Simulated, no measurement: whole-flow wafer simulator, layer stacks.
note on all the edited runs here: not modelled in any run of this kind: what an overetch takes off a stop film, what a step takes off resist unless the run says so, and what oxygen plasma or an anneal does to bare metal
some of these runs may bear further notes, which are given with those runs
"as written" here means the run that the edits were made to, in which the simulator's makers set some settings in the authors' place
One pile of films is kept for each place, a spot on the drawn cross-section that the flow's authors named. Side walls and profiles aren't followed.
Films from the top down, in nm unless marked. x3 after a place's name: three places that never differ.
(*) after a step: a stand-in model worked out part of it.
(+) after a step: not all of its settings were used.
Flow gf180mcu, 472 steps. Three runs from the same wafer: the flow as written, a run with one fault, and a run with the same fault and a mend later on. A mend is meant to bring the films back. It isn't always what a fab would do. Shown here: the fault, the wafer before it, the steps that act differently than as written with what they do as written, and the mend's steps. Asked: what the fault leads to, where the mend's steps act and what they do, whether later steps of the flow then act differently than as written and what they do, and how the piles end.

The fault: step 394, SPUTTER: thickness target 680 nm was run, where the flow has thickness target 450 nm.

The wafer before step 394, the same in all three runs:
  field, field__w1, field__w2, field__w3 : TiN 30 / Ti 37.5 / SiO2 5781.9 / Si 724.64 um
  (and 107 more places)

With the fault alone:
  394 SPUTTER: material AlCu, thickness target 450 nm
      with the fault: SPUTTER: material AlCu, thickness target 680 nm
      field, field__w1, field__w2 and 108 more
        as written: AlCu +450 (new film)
        with the fault: AlCu +680 (new film)
  Later steps of the flow that act differently than as written (1 more step differs only slightly, by at most 2% or 0.5 nm, whichever is larger, and isn't shown):
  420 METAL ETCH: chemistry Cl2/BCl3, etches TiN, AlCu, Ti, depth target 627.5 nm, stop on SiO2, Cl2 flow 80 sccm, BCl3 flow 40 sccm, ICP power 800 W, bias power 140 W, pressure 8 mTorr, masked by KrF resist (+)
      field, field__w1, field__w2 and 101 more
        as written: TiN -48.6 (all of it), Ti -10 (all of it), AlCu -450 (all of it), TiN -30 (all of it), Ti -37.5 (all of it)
        with the fault: TiN -48.6 (all of it), Ti -10 (all of it), AlCu -568.9
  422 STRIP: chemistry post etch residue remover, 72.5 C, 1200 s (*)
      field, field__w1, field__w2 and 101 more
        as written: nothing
        with the fault: AlCu -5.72
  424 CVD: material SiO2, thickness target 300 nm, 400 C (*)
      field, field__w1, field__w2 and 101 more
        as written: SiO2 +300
        with the fault: SiO2 +300 (new film)
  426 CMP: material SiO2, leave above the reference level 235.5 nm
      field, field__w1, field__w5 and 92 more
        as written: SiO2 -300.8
        with the fault: SiO2 -243.7
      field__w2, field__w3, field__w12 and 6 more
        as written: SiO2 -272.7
        with the fault: SiO2 -212.9
  At the end the piles differ from the flow's by more than 2% or 0.5 nm, whichever is larger, at field, field__w1, field__w2 and 109 more.
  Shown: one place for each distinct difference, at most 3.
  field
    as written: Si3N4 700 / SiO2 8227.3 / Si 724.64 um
    with the fault: Si3N4 700 / SiO2 2502.5 / AlCu 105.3 / TiN 30 / Ti 37.5 / SiO2 5781.9 / Si 724.64 um
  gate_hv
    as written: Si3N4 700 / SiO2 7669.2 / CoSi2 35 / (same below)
    with the fault: Si3N4 700 / SiO2 2502.5 / AlCu 105.3 / TiN 30 / Ti 37.5 / SiO2 5223.8 / CoSi2 35 / (same below)
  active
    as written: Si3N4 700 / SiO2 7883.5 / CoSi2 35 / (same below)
    with the fault: Si3N4 700 / SiO2 2502.5 / AlCu 105.3 / TiN 30 / Ti 37.5 / SiO2 5438.1 / CoSi2 35 / (same below)

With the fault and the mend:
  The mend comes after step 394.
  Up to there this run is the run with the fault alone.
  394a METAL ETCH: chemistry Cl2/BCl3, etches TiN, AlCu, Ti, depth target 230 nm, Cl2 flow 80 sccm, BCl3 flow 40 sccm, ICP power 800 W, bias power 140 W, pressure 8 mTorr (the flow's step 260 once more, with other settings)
      field, field__w1, field__w2 and 108 more
        AlCu -230
  No later step of the flow acts differently than as written at any place that is followed.
  At the end the piles are the same as the flow's at every place that both follow.
